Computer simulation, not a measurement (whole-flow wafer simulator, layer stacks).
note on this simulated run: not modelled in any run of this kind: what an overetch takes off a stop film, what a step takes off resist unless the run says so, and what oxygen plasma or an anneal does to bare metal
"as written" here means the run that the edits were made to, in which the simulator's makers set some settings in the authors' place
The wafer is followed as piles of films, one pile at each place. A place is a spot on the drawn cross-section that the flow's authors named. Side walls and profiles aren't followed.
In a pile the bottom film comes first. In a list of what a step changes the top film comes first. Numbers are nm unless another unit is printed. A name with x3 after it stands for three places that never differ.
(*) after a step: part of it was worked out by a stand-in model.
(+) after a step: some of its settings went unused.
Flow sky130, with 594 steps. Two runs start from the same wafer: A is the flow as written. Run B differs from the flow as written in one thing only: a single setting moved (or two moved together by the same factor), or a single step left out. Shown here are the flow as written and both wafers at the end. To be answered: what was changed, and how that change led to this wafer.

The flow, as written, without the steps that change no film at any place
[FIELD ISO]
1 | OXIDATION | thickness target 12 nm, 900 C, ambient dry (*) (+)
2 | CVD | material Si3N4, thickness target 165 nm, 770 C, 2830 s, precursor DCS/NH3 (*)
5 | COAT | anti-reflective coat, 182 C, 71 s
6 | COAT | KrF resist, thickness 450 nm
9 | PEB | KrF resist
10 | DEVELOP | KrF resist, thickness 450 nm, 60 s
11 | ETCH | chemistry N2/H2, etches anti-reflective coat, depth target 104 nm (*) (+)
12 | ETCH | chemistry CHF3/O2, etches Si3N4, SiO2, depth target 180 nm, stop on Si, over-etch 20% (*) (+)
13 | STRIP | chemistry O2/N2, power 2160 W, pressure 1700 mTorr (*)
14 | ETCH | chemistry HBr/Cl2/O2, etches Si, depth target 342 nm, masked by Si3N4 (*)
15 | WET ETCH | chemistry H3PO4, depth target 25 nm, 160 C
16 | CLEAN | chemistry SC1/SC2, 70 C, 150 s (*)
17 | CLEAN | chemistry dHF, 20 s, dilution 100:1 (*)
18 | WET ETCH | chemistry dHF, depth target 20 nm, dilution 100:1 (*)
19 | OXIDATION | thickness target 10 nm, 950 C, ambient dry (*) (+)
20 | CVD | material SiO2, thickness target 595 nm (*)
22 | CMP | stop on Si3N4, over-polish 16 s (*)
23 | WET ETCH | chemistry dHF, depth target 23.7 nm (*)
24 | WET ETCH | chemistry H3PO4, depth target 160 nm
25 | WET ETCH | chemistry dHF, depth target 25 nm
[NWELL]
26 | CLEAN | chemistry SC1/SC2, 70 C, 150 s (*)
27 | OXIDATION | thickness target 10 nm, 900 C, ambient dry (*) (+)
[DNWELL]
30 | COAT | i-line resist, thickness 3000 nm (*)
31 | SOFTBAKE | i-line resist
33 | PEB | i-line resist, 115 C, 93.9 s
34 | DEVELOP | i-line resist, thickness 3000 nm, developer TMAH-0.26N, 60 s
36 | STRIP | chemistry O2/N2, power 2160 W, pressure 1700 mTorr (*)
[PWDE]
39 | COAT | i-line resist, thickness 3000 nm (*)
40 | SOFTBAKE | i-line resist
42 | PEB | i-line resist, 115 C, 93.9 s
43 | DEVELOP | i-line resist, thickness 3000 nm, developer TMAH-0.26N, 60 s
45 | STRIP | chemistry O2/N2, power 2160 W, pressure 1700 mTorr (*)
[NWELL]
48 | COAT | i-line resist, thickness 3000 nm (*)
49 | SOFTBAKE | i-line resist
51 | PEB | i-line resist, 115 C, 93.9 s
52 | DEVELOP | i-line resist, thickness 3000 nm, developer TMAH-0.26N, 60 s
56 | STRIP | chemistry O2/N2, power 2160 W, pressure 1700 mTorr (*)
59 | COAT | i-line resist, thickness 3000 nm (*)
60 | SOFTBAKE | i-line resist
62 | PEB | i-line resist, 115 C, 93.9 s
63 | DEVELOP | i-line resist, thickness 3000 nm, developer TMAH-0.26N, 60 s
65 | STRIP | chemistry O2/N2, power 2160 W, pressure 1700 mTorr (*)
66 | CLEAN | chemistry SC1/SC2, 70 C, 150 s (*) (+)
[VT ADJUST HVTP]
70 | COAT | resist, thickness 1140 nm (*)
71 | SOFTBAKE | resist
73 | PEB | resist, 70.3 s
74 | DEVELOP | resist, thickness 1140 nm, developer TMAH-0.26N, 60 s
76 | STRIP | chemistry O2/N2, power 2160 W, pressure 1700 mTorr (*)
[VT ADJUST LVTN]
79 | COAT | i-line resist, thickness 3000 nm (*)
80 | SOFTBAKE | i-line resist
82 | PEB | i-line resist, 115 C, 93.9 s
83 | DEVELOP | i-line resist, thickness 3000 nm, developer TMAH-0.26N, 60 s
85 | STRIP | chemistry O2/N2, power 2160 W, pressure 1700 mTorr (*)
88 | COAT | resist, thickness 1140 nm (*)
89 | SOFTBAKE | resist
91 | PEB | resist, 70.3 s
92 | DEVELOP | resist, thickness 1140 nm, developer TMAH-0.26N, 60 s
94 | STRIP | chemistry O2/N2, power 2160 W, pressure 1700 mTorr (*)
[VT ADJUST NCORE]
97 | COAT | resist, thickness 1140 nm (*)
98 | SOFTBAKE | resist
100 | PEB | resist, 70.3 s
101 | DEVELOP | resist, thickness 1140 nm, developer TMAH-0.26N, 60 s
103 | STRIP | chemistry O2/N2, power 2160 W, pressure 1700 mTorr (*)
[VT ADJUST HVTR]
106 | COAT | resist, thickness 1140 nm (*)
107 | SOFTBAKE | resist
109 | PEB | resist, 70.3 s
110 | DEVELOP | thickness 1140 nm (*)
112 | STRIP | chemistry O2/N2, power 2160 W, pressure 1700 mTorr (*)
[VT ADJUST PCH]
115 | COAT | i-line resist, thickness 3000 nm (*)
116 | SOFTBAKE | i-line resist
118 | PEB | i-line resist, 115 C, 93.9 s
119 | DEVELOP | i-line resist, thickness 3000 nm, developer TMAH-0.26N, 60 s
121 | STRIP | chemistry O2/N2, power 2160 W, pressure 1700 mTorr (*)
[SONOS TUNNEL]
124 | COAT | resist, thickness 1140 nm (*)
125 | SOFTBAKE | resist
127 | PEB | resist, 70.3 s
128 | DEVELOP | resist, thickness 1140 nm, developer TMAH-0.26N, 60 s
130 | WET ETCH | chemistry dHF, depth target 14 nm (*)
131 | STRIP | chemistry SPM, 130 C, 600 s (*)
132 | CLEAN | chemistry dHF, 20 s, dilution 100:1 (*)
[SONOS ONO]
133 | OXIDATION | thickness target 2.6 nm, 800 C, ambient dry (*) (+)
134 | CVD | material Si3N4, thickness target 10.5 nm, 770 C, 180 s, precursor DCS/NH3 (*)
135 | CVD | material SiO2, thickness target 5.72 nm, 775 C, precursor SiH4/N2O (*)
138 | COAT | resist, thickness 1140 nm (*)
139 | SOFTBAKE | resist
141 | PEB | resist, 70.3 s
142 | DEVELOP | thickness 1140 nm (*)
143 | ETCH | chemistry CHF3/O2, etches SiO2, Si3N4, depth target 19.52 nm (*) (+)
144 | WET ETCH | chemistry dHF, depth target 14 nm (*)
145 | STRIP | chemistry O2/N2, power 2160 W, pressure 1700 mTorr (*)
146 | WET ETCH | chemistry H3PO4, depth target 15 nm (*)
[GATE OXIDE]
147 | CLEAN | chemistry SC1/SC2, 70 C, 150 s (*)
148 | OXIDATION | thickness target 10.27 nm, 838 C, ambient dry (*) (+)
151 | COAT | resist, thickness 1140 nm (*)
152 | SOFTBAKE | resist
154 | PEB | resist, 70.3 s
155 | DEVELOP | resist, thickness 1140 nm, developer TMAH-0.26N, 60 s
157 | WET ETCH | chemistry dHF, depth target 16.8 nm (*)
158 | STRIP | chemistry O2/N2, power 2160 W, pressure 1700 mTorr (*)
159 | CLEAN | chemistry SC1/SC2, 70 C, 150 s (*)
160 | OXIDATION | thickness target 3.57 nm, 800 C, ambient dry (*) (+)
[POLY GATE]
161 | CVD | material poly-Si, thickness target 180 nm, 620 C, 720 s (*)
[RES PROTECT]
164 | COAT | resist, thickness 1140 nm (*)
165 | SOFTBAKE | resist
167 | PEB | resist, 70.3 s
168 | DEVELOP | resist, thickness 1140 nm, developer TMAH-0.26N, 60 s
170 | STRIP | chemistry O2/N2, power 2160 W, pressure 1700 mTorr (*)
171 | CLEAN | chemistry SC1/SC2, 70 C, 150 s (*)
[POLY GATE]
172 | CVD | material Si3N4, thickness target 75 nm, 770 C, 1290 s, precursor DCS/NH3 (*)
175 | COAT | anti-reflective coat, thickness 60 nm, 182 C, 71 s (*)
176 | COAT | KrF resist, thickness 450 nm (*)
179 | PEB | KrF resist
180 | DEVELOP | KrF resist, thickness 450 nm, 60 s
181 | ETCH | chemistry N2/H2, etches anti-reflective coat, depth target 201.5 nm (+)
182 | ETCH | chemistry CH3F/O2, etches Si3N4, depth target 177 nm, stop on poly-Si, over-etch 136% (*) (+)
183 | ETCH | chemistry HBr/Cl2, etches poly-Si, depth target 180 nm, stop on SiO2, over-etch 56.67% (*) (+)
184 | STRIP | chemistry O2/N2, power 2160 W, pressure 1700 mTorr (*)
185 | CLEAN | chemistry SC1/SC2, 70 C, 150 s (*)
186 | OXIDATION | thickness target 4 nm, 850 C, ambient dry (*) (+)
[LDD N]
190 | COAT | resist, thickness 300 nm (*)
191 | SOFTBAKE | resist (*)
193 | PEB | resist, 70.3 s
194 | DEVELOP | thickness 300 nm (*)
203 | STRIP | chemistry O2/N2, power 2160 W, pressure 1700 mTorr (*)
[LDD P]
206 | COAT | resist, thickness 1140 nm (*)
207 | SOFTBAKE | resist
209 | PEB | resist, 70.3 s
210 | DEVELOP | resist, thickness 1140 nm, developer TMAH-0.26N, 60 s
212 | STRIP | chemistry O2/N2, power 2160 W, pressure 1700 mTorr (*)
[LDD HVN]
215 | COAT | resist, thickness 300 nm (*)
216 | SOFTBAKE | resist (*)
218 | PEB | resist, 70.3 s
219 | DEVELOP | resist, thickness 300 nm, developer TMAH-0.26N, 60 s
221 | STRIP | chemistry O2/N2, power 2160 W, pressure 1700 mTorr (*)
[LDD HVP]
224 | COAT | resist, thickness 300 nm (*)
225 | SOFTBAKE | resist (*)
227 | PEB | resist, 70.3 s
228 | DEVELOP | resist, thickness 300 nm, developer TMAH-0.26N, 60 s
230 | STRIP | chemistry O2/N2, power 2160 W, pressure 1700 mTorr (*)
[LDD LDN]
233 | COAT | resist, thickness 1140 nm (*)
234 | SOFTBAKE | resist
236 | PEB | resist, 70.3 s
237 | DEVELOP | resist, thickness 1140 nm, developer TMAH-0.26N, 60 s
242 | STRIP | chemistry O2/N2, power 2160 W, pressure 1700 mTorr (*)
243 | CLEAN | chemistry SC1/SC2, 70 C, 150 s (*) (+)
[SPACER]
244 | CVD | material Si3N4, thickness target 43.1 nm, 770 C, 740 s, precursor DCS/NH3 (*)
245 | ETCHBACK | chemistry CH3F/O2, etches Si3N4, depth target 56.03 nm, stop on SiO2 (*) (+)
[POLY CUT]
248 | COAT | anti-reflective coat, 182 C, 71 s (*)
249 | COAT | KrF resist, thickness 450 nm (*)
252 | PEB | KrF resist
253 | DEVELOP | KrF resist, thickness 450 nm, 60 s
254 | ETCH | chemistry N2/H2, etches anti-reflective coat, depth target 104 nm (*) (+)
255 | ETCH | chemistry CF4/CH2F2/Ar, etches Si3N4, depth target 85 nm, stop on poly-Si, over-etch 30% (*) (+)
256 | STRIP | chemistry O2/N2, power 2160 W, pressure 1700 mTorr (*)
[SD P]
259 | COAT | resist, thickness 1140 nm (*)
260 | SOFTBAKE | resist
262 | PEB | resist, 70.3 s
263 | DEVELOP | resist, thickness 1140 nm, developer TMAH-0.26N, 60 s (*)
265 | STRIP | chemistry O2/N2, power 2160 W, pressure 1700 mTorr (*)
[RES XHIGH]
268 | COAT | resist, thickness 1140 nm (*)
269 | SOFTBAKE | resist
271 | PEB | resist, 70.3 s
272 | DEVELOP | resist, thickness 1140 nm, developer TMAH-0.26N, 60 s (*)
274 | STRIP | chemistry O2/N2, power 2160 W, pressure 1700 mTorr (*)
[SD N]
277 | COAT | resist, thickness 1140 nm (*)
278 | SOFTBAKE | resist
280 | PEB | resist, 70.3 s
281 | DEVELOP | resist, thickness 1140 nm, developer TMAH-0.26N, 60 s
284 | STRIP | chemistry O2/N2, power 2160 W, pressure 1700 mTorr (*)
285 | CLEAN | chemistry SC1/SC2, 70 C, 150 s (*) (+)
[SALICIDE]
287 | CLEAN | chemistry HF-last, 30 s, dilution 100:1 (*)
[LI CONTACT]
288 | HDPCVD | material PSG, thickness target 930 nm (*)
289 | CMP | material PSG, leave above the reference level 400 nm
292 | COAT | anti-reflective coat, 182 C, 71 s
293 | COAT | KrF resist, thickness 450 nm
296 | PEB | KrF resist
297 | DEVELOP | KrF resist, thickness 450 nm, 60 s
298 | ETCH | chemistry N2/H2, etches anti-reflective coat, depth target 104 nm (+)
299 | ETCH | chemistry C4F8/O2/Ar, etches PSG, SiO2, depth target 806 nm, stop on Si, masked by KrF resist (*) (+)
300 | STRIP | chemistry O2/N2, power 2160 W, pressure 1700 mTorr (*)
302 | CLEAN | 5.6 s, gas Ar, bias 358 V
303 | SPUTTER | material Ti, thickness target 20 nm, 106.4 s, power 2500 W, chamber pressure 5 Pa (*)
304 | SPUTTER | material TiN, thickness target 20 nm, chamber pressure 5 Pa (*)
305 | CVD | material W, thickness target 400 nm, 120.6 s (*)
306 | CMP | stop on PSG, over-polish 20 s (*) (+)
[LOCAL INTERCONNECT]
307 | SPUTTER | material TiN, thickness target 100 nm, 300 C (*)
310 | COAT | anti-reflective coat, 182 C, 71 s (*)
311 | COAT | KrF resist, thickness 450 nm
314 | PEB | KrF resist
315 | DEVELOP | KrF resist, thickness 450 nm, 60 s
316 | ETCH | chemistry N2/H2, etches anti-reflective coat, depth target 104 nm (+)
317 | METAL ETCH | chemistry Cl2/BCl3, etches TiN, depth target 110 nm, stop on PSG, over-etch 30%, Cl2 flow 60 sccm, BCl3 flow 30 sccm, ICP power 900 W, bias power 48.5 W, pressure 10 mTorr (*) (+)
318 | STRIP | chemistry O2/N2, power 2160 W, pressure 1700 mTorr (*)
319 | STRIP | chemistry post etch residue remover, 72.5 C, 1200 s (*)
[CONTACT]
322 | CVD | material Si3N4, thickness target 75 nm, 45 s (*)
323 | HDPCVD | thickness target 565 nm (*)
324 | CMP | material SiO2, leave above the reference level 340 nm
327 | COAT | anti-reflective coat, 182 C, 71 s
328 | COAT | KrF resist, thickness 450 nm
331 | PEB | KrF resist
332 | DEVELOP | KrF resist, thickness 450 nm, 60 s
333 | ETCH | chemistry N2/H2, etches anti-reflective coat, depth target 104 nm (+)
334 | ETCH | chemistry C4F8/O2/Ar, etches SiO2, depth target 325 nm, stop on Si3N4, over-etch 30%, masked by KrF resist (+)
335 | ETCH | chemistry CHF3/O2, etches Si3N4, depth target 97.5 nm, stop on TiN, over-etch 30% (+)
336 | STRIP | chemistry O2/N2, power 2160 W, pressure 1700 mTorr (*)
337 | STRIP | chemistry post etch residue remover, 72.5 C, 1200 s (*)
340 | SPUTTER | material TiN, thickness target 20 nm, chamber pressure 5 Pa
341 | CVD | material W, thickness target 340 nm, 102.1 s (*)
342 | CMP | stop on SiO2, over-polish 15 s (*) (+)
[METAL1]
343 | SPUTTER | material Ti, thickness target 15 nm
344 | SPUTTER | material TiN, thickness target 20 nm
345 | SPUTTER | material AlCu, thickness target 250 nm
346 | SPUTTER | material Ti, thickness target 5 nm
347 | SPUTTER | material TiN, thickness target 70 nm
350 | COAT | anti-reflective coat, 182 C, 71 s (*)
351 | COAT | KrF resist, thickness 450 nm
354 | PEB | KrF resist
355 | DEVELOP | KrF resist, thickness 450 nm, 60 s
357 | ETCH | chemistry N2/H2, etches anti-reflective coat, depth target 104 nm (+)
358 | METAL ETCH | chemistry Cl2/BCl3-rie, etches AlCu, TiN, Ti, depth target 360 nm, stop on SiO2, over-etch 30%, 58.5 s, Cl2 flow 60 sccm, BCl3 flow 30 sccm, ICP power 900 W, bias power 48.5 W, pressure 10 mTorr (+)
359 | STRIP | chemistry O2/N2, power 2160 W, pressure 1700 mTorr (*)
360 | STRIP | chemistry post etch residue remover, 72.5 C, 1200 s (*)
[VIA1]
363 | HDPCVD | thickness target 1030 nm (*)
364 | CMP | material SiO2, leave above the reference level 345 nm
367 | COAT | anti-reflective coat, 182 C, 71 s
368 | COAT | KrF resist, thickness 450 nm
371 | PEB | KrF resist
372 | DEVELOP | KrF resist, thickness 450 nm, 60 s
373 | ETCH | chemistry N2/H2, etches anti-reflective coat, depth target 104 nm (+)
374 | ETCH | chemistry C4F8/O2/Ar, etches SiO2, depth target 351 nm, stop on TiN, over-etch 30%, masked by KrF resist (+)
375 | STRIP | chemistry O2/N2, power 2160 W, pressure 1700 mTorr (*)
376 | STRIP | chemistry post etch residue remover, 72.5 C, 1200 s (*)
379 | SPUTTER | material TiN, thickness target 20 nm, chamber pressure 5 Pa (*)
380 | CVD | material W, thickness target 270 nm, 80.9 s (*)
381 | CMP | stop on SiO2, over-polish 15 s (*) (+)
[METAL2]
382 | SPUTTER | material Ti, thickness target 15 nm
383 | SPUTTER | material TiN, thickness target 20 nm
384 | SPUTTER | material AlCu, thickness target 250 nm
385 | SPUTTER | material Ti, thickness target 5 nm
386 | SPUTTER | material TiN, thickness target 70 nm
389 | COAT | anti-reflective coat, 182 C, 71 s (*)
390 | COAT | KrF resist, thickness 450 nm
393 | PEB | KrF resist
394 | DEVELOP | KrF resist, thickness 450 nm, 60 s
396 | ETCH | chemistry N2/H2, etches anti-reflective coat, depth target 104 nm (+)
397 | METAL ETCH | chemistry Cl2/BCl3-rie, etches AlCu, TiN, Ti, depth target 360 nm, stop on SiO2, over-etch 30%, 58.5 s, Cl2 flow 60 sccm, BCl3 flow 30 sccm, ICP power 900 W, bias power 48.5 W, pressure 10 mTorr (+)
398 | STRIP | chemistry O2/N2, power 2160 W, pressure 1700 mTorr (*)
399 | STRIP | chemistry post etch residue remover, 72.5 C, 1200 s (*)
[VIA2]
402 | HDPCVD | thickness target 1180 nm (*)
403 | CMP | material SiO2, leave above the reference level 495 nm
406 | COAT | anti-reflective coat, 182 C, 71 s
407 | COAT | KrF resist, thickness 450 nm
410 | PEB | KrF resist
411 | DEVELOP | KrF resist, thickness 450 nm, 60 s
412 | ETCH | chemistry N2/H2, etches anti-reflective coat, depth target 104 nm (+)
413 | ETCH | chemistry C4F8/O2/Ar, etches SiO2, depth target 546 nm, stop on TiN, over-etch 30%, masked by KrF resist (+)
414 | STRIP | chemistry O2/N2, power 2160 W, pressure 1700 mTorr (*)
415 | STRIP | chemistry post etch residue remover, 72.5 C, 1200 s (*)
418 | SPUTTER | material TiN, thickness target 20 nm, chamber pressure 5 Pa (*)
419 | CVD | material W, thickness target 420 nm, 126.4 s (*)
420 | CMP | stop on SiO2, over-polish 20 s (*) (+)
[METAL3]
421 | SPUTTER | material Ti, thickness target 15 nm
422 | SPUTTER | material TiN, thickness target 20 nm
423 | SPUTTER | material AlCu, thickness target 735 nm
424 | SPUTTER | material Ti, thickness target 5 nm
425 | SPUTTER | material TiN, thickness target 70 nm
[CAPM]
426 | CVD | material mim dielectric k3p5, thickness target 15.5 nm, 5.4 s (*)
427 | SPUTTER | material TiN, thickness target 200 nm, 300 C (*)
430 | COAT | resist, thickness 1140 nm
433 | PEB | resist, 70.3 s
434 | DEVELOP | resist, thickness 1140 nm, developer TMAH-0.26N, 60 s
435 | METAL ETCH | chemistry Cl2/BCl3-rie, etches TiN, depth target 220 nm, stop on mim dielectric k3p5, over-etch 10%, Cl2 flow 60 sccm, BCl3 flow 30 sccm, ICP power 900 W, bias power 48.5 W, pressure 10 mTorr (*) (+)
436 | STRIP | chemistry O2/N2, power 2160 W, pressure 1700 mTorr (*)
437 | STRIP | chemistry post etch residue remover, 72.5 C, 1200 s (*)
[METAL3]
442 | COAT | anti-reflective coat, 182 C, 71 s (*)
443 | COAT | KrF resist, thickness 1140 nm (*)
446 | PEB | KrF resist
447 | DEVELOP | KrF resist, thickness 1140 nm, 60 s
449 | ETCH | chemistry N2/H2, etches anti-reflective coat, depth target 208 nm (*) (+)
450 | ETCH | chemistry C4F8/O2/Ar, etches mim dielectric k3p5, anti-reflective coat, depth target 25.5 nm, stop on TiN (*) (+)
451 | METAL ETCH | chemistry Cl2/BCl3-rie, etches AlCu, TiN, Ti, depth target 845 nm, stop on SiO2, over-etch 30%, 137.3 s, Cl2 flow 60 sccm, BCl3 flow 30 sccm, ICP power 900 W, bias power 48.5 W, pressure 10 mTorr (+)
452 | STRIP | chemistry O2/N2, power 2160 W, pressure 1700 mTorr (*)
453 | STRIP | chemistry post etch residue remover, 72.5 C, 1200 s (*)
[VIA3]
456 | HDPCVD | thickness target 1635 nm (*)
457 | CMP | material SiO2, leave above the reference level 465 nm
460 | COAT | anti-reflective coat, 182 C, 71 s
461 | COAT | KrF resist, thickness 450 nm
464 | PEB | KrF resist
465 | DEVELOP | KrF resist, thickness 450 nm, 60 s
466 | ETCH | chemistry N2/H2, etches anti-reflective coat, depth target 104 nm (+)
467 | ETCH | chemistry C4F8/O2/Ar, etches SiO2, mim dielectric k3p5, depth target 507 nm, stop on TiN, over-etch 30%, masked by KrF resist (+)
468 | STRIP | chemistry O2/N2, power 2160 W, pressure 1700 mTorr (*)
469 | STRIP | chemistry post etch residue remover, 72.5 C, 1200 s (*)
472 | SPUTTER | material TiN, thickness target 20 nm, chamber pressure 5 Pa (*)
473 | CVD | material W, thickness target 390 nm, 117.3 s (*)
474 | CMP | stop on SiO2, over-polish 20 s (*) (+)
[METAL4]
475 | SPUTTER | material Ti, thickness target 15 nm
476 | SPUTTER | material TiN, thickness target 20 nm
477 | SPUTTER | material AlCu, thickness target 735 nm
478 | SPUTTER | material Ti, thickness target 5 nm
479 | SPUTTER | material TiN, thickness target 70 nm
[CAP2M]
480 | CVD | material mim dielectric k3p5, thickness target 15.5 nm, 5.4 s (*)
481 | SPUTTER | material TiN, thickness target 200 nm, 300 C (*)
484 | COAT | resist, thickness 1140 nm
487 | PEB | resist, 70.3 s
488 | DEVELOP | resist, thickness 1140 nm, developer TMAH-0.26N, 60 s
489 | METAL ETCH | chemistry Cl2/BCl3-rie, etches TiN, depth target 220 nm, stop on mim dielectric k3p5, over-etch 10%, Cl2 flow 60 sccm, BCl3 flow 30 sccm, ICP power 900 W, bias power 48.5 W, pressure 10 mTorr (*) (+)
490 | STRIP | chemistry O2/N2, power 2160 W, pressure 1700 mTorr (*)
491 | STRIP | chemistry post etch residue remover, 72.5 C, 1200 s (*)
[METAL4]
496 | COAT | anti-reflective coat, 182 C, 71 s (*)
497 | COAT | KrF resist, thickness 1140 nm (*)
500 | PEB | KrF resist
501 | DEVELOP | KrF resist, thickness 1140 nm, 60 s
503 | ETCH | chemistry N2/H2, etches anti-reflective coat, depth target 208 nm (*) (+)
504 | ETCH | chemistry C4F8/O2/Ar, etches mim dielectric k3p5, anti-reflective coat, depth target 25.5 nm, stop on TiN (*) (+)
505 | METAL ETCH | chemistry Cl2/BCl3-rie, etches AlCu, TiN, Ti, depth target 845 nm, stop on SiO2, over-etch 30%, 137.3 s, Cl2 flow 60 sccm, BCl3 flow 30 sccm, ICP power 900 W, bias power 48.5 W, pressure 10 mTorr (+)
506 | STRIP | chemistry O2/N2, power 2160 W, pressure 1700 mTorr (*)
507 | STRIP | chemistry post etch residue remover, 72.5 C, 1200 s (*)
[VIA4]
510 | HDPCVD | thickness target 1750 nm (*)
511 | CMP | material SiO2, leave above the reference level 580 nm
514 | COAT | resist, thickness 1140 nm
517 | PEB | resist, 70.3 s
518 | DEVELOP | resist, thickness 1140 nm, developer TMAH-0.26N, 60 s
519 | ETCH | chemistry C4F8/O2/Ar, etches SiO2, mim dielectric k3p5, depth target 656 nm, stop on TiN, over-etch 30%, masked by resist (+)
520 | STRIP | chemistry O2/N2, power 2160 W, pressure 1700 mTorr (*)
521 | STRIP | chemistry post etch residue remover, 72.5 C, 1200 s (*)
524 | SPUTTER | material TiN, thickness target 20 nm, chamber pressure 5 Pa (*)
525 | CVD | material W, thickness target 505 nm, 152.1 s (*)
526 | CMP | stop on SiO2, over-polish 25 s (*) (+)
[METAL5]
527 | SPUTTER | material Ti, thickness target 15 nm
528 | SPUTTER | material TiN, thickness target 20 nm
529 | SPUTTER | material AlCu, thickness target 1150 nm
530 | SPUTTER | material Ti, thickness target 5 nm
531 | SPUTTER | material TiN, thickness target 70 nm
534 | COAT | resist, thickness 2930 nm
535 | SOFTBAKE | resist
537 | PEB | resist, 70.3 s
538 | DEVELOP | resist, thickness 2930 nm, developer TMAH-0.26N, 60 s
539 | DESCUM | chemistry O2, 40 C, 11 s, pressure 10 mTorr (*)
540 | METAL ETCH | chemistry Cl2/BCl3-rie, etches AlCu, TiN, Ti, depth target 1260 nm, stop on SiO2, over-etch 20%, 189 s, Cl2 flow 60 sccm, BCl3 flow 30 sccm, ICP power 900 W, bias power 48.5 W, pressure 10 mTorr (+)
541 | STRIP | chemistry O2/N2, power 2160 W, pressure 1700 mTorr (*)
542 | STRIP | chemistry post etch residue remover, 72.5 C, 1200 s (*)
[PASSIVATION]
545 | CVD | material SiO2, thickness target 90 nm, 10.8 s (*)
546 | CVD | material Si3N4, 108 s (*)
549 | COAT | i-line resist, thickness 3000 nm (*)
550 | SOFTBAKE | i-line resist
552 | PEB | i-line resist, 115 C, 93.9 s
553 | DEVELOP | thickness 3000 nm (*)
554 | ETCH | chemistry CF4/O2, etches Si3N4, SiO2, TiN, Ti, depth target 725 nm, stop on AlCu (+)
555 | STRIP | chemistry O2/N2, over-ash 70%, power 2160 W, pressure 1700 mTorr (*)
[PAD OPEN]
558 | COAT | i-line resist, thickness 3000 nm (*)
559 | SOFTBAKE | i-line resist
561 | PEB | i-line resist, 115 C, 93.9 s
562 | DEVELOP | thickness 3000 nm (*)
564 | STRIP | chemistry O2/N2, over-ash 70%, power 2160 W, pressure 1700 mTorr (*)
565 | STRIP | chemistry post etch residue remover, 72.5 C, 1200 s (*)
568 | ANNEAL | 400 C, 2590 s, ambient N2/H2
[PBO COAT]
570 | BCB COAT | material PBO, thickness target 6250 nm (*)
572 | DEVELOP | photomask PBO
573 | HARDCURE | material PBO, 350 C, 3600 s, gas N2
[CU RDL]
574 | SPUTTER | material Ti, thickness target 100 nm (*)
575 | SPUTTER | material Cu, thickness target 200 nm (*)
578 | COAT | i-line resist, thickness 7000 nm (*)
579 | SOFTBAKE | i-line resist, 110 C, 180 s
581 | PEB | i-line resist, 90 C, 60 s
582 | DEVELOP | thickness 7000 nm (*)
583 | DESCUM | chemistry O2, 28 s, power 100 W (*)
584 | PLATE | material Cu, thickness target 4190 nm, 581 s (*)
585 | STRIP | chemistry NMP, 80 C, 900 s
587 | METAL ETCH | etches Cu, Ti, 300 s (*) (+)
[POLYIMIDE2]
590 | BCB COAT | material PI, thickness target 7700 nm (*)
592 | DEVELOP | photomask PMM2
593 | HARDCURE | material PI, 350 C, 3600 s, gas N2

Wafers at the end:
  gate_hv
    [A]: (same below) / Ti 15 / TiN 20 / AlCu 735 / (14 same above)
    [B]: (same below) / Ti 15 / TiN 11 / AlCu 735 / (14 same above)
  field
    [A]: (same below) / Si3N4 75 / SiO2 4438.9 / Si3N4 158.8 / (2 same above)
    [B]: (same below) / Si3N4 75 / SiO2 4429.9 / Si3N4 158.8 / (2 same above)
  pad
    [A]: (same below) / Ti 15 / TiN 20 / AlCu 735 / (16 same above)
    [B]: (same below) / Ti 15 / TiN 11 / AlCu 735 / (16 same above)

Cause: step 422, SPUTTER: thickness target 11 nm was run, whereas the flow has thickness target 20 nm.
The wafer itself shows it: gate_hv has TiN 11, and step 422 as written asks for 20 nm.

Step by step, how the change led to this:
  422 | SPUTTER | material TiN, thickness target 20 nm
      field, active, n_well and 188 more: A +20 TiN (new film) | B +11 TiN (new film)
  451 | METAL ETCH | chemistry Cl2/BCl3-rie, etches AlCu, TiN, Ti, depth target 845 nm, stop on SiO2, over-etch 30%, 137.3 s, Cl2 flow 60 sccm, BCl3 flow 30 sccm, ICP power 900 W, bias power 48.5 W, pressure 10 mTorr (+)
      field, gate, spacer and 65 more: A -70 TiN (all of it), -5 Ti (all of it), -735 AlCu (all of it), -20 TiN (all of it), -15 Ti (all of it), -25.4 SiO2 | B -70 TiN (all of it), -5 Ti (all of it), -735 AlCu (all of it), -11 TiN (all of it), -15 Ti (all of it), -26.2 SiO2
      active, vpp_ln, vpp_iso2 and 11 more: A -70 TiN (all of it), -5 Ti (all of it), -735 AlCu (all of it), -20 TiN (all of it), -15 Ti (all of it), -25.3 SiO2 | B -70 TiN (all of it), -5 Ti (all of it), -735 AlCu (all of it), -11 TiN (all of it), -15 Ti (all of it), -26.2 SiO2
      (as well as at 3 more places)
  457 | CMP | material SiO2, leave above the reference level 465 nm
      field, active, gate and 82 more: A -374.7 SiO2 | B -382.8 SiO2
